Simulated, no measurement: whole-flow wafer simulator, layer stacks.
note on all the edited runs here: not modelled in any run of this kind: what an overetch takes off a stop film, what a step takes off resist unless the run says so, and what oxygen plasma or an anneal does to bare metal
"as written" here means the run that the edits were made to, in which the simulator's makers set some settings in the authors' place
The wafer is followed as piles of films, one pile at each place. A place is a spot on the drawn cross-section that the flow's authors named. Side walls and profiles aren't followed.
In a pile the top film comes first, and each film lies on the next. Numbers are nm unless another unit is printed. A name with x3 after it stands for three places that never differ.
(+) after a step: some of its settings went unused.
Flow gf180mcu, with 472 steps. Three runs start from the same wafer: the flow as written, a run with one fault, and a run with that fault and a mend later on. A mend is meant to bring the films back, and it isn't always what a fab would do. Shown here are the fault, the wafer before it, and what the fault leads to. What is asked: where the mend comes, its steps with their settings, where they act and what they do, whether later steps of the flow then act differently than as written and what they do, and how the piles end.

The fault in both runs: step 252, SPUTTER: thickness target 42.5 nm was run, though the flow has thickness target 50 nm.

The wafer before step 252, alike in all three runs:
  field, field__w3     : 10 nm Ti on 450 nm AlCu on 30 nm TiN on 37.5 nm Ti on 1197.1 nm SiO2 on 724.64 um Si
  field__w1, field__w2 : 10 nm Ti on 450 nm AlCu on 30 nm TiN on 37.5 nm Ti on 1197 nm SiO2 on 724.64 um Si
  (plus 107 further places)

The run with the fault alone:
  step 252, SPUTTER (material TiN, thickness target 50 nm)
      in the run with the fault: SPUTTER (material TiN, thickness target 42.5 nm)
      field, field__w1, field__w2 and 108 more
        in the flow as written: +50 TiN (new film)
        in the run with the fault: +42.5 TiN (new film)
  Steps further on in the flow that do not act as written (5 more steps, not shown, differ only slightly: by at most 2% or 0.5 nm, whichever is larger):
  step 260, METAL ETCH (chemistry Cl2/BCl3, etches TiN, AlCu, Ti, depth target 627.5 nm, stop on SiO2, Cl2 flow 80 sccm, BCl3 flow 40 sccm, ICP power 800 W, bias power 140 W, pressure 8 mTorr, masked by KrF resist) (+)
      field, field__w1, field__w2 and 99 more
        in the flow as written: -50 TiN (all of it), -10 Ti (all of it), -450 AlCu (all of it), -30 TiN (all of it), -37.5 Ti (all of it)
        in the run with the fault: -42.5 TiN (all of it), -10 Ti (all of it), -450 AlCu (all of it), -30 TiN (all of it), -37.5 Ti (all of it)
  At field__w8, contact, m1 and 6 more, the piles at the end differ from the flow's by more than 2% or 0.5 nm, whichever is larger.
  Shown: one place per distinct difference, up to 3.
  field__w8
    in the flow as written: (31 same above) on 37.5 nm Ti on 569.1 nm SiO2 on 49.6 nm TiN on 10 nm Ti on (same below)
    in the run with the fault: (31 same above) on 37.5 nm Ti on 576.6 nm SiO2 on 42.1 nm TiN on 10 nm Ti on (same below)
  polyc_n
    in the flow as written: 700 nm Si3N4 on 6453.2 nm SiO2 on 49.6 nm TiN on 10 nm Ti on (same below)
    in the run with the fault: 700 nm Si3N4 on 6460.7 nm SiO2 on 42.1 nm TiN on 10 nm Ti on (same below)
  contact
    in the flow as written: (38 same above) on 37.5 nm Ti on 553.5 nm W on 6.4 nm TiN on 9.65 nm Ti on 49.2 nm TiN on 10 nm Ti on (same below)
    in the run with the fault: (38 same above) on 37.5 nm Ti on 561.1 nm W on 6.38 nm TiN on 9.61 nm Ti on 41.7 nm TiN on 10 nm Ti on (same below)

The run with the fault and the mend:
  The mend stands after step 252.
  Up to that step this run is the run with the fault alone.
  step 252a, SPUTTER (material TiN, thickness target 7.5 nm) (a further turn of the flow's step 252, with different settings)
      field, field__w1, field__w2 and 108 more
        +7.5 TiN
  None of the later steps of the flow acts differently than as written at any place that is followed.
  At every place that both follow, the piles at the end match the flow's.
